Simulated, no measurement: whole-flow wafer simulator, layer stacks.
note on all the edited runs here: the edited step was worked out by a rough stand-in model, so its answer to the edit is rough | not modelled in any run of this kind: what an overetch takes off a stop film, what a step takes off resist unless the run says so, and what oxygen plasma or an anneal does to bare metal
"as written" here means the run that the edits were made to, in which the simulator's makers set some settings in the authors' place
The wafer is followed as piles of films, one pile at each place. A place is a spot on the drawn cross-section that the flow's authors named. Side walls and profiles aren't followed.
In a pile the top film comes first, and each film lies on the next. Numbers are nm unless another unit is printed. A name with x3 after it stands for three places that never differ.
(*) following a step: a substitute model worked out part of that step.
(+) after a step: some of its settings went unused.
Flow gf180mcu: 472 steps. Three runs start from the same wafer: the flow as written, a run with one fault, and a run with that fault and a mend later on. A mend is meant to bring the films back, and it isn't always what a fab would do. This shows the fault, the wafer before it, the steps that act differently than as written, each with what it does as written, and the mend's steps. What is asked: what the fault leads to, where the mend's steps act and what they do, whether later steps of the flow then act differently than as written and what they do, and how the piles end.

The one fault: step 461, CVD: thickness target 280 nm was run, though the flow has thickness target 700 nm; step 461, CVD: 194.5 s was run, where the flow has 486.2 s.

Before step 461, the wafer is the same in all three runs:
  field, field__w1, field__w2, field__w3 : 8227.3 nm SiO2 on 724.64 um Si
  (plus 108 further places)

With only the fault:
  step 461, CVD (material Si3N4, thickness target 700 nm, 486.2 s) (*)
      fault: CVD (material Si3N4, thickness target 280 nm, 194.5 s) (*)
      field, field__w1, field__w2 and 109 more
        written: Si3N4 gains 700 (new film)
        fault: Si3N4 gains 280.1 (new film)
  Later steps of the flow acting differently than as written (not shown: 4 more steps that differ only slightly, by at most 2% or 0.5 nm, whichever is larger):
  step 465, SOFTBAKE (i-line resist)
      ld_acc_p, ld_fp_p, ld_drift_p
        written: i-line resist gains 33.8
        fault: i-line resist gains 31.5
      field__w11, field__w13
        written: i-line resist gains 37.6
        fault: i-line resist gains 35.4
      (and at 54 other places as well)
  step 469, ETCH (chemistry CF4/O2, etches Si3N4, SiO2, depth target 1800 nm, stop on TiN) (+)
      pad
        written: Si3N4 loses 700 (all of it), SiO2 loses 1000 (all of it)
        fault: Si3N4 loses 280.1 (all of it), SiO2 loses 1000 (all of it)
  By the end, the piles at field, field__w1, field__w2 and 108 more depart from the flow's by more than 2% or 0.5 nm, whichever is larger.
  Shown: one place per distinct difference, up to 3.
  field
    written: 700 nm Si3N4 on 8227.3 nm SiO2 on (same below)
    fault: 280.1 nm Si3N4 on 8227.3 nm SiO2 on (same below)
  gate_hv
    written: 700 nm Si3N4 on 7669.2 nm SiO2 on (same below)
    fault: 280.1 nm Si3N4 on 7669.2 nm SiO2 on (same below)
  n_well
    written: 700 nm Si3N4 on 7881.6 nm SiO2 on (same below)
    fault: 280.1 nm Si3N4 on 7881.6 nm SiO2 on (same below)

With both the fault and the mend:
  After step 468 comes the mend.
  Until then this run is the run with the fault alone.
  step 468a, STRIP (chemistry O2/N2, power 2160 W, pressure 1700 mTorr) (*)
      iso_ptap_pw, iso_ntap_nw, iso_nw_fld and 33 more
        i-line resist loses 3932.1 (all of it)
      p_well, sti, spacer, sd_n, mim_1p0, dice_street
        i-line resist loses 3937.9 (all of it)
      field__w2, field__w3, field__w6
        i-line resist loses 3983.4 (all of it)
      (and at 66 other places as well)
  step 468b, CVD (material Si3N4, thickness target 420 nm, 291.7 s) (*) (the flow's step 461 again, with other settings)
      field, field__w1, field__w2 and 109 more
        Si3N4 gains 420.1
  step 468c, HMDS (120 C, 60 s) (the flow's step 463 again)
      does not change any film at any place that is followed
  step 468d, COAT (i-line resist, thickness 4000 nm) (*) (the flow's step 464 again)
      iso_ptap_pw, iso_ntap_nw, iso_nw_fld and 33 more
        i-line resist gains 4000 (new film)
      field__w9, field__w13, sd_p_hv, gate_p_hv, nplus_u, npoly_u
        i-line resist gains 4017 (new film)
      p_well, sti, spacer, sd_n, mim_1p0, dice_street
        i-line resist gains 4006.3 (new film)
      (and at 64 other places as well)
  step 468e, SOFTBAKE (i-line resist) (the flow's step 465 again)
      ld_acc_p, ld_fp_p, ld_drift_p
        i-line resist gains 33.8
      field__w2, field_sub__w4
        i-line resist gains 33.4
      field__w11, field__w13
        i-line resist gains 37.6
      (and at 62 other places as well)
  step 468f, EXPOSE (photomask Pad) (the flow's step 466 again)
      does not change any film at any place that is followed
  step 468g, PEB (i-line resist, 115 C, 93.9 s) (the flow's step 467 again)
      iso_ptap_pw, iso_ntap_nw, iso_nw_fld and 33 more
        i-line resist loses 67.9
      field, field__w2, field__w3 and 25 more
        i-line resist loses 68.8
      field_sub, field_sub__w1, field_sub__w2 and 23 more
        i-line resist loses 68.7
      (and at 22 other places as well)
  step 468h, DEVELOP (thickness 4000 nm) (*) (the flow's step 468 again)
      field__w5, field__w7, field__w13 and 13 more
        i-line resist loses 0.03
      pad
        i-line resist loses 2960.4 (all of it)
  Every later step of the flow that is run acts as written, at every place that is followed, to within 2% or 0.5 nm, whichever is larger.
  When the end is reached, the piles differ only a little from the flow's at the places that both follow, at most by 2% or 0.5 nm, whichever is larger.
